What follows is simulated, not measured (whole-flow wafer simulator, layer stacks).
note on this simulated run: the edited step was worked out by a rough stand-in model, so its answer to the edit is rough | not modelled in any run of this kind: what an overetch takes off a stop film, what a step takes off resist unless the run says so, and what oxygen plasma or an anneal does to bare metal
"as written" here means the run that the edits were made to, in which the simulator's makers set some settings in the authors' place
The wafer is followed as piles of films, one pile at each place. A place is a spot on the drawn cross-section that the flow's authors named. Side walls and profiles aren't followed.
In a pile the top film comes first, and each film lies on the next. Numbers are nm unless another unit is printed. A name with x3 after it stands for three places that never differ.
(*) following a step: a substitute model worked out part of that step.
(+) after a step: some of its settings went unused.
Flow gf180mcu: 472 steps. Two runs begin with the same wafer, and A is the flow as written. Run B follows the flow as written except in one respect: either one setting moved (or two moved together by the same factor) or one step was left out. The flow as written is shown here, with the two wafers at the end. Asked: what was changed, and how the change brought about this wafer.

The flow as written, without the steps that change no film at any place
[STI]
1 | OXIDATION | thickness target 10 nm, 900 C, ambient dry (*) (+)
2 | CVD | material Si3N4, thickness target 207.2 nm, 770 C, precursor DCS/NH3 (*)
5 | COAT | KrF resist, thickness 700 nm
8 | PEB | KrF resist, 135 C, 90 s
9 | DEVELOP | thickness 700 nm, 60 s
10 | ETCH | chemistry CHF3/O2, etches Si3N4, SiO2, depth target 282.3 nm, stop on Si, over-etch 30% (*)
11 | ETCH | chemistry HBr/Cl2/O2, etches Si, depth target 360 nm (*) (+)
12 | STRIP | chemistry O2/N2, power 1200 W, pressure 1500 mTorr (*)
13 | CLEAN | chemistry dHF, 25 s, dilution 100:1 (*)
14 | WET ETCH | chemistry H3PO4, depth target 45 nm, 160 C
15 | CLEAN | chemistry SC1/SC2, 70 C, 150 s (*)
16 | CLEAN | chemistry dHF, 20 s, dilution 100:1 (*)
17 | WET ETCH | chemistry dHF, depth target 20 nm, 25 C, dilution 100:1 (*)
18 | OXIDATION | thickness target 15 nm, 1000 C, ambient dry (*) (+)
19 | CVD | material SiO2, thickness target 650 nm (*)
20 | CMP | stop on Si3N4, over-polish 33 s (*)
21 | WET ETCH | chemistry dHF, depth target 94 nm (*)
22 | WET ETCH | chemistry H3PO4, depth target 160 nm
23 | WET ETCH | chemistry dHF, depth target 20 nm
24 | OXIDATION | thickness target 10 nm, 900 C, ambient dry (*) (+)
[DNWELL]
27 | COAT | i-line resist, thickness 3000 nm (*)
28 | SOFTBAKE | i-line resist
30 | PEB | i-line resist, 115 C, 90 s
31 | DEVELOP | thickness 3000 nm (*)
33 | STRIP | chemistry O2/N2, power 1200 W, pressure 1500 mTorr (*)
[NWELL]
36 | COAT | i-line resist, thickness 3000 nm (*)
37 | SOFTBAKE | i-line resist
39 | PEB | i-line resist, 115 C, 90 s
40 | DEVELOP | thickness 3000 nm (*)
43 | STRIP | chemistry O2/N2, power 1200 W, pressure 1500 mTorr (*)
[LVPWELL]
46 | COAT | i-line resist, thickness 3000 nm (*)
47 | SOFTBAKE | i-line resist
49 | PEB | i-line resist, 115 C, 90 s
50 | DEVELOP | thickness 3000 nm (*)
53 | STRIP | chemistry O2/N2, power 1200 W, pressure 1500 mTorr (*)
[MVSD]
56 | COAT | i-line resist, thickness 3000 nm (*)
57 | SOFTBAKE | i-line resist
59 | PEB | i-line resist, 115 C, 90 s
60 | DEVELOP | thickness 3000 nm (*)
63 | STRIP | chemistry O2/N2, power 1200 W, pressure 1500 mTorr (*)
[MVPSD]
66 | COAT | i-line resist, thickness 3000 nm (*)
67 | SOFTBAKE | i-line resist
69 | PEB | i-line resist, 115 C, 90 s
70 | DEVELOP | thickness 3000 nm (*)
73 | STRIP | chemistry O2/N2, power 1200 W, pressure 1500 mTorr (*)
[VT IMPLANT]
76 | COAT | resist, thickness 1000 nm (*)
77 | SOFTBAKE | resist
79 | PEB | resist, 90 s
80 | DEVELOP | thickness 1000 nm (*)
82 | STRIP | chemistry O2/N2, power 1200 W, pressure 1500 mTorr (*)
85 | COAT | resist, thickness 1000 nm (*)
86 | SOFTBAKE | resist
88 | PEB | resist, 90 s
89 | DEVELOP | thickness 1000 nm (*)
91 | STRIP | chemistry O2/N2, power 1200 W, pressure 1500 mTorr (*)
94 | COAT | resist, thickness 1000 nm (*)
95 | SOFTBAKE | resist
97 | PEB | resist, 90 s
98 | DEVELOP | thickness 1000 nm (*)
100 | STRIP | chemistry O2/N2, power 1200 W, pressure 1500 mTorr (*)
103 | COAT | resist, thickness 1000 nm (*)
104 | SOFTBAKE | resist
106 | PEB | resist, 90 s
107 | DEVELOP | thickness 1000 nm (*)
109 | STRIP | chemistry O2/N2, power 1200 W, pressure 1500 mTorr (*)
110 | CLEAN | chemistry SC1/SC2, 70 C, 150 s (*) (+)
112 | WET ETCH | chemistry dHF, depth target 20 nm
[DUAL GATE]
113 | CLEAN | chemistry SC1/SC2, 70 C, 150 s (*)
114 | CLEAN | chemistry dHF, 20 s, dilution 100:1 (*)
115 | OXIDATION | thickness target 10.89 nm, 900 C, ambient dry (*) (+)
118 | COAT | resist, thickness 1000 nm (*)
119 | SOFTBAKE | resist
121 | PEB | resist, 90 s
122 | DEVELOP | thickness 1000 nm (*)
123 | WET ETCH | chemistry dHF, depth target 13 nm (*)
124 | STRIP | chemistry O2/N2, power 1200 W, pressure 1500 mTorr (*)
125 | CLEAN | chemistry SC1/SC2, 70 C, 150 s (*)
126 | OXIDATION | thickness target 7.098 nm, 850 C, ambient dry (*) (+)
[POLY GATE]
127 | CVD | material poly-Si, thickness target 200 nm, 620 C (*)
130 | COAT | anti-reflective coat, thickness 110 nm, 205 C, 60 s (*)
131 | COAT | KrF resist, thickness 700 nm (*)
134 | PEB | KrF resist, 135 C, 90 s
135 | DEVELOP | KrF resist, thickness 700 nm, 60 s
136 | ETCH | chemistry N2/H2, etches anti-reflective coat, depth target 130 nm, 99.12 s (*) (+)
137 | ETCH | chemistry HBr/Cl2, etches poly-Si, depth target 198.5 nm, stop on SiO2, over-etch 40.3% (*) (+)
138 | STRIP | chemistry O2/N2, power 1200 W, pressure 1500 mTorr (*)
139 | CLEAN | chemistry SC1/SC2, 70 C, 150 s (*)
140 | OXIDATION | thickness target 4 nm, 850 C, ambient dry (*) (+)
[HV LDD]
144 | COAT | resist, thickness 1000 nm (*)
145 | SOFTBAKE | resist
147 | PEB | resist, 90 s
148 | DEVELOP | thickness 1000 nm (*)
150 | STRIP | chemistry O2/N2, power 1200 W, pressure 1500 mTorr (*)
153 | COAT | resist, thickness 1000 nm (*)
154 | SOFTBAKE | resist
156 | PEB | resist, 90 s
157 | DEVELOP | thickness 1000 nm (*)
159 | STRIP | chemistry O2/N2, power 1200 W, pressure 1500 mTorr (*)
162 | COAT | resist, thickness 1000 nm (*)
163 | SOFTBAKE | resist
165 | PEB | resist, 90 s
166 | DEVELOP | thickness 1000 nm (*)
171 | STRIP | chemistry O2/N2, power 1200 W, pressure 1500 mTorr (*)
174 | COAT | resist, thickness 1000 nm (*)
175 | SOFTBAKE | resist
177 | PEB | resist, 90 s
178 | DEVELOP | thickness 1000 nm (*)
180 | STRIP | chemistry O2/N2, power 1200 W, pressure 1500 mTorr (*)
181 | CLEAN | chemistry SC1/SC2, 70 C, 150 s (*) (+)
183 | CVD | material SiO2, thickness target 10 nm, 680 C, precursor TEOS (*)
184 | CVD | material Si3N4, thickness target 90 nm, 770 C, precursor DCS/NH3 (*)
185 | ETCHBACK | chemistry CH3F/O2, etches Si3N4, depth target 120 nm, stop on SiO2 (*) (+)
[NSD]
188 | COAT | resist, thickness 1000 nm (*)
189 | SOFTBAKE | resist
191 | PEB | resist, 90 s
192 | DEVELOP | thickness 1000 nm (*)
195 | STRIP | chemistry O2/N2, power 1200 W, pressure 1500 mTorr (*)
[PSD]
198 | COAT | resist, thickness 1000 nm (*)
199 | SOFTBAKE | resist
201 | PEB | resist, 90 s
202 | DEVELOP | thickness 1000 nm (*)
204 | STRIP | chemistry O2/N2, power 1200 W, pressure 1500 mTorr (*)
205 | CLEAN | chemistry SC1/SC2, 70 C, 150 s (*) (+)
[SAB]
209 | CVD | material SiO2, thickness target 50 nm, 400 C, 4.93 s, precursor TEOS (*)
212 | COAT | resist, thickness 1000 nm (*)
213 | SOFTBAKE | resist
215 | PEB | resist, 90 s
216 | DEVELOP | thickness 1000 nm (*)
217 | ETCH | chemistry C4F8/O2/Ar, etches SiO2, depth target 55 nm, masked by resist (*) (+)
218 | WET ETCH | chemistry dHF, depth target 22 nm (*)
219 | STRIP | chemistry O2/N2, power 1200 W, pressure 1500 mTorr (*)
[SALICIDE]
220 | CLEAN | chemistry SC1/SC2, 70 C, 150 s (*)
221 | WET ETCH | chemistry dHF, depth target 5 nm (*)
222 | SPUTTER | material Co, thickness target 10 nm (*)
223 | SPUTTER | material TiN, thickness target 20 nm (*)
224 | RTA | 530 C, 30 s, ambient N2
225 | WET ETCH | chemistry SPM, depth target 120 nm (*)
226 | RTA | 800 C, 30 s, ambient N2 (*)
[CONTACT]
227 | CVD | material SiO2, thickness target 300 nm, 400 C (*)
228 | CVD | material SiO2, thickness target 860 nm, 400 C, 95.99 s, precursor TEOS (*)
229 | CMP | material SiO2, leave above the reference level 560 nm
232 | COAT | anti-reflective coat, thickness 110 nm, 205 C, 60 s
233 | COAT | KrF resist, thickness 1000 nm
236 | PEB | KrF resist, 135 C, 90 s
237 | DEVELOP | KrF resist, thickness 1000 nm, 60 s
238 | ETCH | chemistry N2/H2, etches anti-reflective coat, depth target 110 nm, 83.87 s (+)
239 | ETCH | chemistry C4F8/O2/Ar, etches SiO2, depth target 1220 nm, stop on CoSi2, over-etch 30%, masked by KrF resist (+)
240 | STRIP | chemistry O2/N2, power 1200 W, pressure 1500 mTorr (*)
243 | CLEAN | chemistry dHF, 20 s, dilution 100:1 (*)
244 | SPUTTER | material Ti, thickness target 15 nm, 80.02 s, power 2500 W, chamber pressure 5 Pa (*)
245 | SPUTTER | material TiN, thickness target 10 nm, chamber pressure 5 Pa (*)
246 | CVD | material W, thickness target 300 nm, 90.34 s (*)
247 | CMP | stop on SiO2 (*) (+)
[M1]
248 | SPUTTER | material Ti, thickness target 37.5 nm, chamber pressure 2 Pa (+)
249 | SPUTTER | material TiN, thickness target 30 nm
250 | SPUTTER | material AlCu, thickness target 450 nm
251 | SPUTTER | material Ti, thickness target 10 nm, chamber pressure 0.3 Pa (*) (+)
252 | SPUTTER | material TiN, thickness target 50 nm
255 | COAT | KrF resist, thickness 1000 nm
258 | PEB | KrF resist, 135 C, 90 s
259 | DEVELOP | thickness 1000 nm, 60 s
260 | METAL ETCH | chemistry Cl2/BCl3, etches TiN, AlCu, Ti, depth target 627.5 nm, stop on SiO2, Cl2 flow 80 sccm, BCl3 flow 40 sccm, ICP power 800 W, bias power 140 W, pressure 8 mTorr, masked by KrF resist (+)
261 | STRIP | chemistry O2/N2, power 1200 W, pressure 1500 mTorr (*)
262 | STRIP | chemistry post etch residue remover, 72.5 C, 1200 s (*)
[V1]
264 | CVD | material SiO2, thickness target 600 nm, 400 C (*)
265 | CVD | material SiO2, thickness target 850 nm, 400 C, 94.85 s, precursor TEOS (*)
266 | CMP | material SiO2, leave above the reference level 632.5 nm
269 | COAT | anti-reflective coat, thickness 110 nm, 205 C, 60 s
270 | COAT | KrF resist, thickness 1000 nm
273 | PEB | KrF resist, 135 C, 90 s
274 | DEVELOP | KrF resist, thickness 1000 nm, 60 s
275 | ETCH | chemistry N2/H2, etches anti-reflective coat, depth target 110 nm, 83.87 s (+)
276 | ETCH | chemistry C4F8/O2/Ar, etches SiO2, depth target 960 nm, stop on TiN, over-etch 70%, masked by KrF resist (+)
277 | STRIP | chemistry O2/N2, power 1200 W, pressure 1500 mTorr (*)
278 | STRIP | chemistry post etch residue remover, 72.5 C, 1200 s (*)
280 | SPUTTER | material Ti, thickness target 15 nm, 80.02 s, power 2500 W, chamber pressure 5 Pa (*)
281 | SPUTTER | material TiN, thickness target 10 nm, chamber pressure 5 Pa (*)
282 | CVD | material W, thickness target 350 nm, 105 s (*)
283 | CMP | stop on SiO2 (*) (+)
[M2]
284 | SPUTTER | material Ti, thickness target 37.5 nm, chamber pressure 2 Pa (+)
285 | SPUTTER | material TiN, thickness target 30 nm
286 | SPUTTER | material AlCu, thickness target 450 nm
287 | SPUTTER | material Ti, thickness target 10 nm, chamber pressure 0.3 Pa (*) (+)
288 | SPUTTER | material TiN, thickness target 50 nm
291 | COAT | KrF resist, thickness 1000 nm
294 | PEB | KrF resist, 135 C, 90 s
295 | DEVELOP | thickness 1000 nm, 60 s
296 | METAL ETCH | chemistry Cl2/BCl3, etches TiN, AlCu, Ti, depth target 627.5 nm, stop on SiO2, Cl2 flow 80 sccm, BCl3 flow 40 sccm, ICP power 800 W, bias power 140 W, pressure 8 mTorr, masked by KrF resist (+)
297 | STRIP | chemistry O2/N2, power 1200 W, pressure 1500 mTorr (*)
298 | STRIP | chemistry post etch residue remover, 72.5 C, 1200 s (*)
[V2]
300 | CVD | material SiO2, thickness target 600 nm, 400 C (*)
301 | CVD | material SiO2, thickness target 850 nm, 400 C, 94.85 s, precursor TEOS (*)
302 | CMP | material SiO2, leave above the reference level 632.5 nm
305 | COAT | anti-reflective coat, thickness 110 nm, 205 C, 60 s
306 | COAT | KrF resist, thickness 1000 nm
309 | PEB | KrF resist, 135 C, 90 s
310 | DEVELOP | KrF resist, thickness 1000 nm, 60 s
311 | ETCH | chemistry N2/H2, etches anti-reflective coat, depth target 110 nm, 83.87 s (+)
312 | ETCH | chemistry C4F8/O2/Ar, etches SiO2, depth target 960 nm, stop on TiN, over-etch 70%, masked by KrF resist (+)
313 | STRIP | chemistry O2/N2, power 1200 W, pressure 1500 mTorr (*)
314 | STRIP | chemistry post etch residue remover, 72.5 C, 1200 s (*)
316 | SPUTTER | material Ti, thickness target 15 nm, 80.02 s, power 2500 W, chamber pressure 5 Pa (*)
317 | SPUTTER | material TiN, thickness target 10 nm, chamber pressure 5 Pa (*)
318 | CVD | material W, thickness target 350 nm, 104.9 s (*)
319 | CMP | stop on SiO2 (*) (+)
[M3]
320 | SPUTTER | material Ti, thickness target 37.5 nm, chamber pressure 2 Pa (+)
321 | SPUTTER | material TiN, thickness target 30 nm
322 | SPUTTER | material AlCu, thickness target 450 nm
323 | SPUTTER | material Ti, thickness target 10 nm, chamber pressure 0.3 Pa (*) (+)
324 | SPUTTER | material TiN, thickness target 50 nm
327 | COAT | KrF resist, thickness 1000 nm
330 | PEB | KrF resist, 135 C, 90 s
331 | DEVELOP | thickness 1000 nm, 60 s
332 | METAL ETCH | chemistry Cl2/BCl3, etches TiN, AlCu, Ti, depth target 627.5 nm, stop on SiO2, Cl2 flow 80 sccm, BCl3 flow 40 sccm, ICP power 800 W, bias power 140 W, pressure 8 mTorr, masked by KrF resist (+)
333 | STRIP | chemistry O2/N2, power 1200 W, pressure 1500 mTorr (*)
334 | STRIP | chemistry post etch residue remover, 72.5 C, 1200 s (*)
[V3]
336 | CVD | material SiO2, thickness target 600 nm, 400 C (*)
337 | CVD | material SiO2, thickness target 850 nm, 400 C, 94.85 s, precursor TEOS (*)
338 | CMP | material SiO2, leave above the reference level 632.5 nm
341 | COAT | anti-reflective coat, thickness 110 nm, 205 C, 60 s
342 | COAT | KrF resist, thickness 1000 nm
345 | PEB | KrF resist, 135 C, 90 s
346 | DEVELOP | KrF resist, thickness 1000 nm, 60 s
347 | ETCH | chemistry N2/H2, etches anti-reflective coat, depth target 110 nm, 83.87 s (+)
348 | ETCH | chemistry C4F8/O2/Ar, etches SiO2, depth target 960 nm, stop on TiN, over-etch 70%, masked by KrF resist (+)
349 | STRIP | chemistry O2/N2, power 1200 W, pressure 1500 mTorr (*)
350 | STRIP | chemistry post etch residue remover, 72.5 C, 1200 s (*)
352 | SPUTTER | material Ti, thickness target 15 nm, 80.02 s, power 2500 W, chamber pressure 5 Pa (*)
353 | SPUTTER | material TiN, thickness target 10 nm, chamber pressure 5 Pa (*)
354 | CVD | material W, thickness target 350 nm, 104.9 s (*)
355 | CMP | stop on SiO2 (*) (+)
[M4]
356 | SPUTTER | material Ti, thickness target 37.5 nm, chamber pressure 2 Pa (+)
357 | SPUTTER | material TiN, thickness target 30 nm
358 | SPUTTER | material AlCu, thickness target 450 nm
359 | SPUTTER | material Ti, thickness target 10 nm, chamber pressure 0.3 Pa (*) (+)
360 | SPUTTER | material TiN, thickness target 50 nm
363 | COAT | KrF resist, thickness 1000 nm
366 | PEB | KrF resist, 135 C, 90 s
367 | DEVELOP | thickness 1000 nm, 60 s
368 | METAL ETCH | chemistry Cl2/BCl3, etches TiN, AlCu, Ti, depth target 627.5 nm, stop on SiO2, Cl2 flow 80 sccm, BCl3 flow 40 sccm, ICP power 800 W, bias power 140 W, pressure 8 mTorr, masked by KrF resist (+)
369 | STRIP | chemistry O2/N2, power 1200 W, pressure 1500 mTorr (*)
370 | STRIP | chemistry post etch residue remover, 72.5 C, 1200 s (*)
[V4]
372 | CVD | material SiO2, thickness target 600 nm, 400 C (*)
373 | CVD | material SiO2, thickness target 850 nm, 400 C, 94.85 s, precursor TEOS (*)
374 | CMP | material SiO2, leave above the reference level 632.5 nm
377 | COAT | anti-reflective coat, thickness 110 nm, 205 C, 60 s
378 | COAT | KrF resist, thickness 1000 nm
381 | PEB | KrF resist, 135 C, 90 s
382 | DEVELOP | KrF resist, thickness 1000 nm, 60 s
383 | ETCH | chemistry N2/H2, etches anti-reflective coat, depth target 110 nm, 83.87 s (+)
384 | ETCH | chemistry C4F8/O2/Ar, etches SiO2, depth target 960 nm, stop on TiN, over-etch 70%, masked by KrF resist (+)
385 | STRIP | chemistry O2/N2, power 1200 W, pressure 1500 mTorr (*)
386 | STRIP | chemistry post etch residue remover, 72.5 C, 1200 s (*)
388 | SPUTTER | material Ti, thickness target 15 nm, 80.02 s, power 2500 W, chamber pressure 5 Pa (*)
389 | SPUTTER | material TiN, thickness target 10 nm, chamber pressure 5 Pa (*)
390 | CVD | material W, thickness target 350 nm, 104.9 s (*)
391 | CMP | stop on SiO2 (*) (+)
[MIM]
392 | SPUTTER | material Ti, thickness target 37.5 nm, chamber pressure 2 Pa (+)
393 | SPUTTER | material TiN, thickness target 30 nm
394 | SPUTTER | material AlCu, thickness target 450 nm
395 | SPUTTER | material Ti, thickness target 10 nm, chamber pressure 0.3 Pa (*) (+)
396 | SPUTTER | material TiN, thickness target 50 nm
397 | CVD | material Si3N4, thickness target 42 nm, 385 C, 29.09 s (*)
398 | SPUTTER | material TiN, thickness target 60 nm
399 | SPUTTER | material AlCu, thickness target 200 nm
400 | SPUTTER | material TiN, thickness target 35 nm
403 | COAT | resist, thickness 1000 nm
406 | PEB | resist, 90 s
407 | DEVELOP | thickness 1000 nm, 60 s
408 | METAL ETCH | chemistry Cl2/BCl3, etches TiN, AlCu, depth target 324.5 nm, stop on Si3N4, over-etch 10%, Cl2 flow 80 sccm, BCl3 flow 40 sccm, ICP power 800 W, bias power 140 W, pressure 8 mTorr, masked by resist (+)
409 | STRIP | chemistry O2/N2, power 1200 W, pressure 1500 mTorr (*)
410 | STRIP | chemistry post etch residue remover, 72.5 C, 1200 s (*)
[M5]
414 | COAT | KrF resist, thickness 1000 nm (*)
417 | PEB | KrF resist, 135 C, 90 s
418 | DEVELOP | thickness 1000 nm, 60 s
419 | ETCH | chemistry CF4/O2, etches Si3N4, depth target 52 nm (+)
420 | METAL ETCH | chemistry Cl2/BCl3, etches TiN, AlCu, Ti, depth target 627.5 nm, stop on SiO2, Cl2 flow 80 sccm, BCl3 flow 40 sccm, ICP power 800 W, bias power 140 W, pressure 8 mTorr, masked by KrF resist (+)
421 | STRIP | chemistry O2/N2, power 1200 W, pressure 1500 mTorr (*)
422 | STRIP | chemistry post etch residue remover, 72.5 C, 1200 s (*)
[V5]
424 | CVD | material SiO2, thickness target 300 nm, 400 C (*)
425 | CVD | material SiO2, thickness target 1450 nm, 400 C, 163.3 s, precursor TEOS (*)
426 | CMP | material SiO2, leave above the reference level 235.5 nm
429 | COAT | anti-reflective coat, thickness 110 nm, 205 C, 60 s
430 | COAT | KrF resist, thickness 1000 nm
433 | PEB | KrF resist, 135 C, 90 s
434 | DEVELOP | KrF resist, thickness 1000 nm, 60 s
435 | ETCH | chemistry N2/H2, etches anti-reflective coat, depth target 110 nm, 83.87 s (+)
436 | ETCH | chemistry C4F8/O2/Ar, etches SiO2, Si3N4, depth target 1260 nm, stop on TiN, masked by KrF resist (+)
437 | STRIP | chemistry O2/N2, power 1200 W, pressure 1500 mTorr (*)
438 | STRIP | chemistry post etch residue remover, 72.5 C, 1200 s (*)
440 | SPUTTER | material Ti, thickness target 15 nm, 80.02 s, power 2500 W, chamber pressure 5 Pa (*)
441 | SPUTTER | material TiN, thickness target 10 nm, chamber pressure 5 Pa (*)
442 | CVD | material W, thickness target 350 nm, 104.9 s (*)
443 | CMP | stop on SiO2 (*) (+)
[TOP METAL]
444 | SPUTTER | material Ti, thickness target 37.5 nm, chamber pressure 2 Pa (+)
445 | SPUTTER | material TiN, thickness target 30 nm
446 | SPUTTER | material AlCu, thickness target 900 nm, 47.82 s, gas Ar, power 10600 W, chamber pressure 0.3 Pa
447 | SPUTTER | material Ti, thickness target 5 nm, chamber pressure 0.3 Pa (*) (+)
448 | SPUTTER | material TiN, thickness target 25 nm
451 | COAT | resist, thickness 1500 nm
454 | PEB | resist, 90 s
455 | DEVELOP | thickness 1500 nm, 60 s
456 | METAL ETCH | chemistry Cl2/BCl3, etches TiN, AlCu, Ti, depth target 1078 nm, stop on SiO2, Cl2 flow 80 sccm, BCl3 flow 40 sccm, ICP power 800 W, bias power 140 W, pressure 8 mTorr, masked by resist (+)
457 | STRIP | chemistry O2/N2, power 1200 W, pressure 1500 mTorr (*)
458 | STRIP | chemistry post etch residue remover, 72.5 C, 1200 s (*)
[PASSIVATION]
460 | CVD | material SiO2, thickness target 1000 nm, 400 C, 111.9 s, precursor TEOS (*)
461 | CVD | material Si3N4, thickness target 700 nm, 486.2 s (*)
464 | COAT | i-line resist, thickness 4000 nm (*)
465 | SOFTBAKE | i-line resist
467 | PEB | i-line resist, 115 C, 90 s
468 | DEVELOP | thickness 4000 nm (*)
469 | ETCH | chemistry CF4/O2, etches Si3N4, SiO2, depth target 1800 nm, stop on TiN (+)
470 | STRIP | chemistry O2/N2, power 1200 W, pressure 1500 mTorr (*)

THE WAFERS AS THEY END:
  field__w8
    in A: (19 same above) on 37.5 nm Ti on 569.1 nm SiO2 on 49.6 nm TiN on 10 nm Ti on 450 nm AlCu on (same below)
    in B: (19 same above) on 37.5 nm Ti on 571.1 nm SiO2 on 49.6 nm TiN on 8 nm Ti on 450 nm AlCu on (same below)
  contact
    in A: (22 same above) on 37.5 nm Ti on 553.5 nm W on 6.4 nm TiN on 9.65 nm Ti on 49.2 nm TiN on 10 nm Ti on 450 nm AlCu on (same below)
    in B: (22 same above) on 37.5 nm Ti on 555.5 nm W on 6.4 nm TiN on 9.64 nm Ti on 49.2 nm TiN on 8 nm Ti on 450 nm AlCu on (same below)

The reason: step 323, SPUTTER: thickness target 8 nm was run, while the flow as written has thickness target 10 nm.
One can read it off the wafer: field__w8 has Ti 8, and step 323 as written asks for 10 nm.

How this came from the change, step by step:
  323 | SPUTTER | material Ti, thickness target 10 nm, chamber pressure 0.3 Pa (*) (+)
      field, field__w1, field__w2 and 108 more: A Ti gains 10 (new film) | B Ti gains 8 (new film)
  332 | METAL ETCH | chemistry Cl2/BCl3, etches TiN, AlCu, Ti, depth target 627.5 nm, stop on SiO2, Cl2 flow 80 sccm, BCl3 flow 40 sccm, ICP power 800 W, bias power 140 W, pressure 8 mTorr, masked by KrF resist (+)
      field, field__w1, field__w2 and 103 more: A TiN loses 50 (all of it), Ti loses 10 (all of it), AlCu loses 450 (all of it), TiN loses 30 (all of it), Ti loses 37.5 (all of it) | B TiN loses 50 (all of it), Ti loses 8 (all of it), AlCu loses 450 (all of it), TiN loses 30 (all of it), Ti loses 37.5 (all of it)
